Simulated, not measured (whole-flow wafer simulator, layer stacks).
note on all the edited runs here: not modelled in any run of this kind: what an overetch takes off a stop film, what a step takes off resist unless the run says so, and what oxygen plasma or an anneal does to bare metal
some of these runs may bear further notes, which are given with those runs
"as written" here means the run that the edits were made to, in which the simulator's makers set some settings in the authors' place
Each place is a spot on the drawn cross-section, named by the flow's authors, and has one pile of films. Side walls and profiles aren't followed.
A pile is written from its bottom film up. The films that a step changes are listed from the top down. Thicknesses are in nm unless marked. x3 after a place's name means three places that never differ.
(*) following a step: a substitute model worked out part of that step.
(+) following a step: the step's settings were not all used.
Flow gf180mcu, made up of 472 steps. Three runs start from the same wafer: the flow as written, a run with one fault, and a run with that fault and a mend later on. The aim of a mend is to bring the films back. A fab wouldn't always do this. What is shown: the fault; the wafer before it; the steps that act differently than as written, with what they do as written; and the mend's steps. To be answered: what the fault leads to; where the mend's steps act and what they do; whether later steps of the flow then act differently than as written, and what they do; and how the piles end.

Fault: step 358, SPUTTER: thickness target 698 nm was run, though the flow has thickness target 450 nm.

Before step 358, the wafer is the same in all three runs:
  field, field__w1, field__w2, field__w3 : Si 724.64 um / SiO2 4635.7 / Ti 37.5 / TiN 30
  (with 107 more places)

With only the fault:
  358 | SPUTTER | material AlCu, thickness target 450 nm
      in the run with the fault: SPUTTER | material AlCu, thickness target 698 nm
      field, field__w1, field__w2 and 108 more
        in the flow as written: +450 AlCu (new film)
        in the run with the fault: +698 AlCu (new film)
  Steps further on in the flow that do not act as written:
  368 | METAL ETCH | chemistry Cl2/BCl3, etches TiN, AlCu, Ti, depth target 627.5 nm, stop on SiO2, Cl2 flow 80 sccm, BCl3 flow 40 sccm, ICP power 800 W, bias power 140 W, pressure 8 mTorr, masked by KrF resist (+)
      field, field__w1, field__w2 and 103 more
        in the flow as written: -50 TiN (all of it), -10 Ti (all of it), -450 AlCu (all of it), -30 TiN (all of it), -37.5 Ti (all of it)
        in the run with the fault: -50 TiN (all of it), -10 Ti (all of it), -567.5 AlCu
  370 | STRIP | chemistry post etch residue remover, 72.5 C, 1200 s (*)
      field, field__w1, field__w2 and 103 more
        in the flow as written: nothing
        in the run with the fault: -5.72 AlCu
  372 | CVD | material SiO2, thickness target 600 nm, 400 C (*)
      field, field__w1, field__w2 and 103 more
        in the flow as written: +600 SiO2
        in the run with the fault: +600 SiO2 (new film)
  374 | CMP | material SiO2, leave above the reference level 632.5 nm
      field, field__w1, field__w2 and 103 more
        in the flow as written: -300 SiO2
        in the run with the fault: -244.3 SiO2
  The piles end different from the flow's at field, field__w1, field__w2 and 109 more by more than 2% or 0.5 nm, whichever is larger.
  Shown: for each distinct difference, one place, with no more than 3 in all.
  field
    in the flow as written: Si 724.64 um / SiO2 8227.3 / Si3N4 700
    in the run with the fault: Si 724.64 um / SiO2 4635.7 / Ti 37.5 / TiN 30 / AlCu 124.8 / SiO2 3647.3 / Si3N4 700
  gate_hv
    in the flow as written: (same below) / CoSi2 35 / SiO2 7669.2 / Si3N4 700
    in the run with the fault: (same below) / CoSi2 35 / SiO2 4077.6 / Ti 37.5 / TiN 30 / AlCu 124.8 / SiO2 3647.3 / Si3N4 700
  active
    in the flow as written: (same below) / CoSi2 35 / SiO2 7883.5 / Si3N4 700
    in the run with the fault: (same below) / CoSi2 35 / SiO2 4291.9 / Ti 37.5 / TiN 30 / AlCu 124.8 / SiO2 3647.3 / Si3N4 700

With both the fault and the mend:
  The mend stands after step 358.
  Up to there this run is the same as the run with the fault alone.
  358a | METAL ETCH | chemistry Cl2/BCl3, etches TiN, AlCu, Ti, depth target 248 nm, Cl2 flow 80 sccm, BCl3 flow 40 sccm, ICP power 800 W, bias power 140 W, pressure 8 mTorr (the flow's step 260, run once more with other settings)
      field, field__w1, field__w2 and 108 more
        -248 AlCu
  Every later step of the flow that is run acts as written at every place that is followed.
  By the end, the piles equal the flow's at every place that both follow.
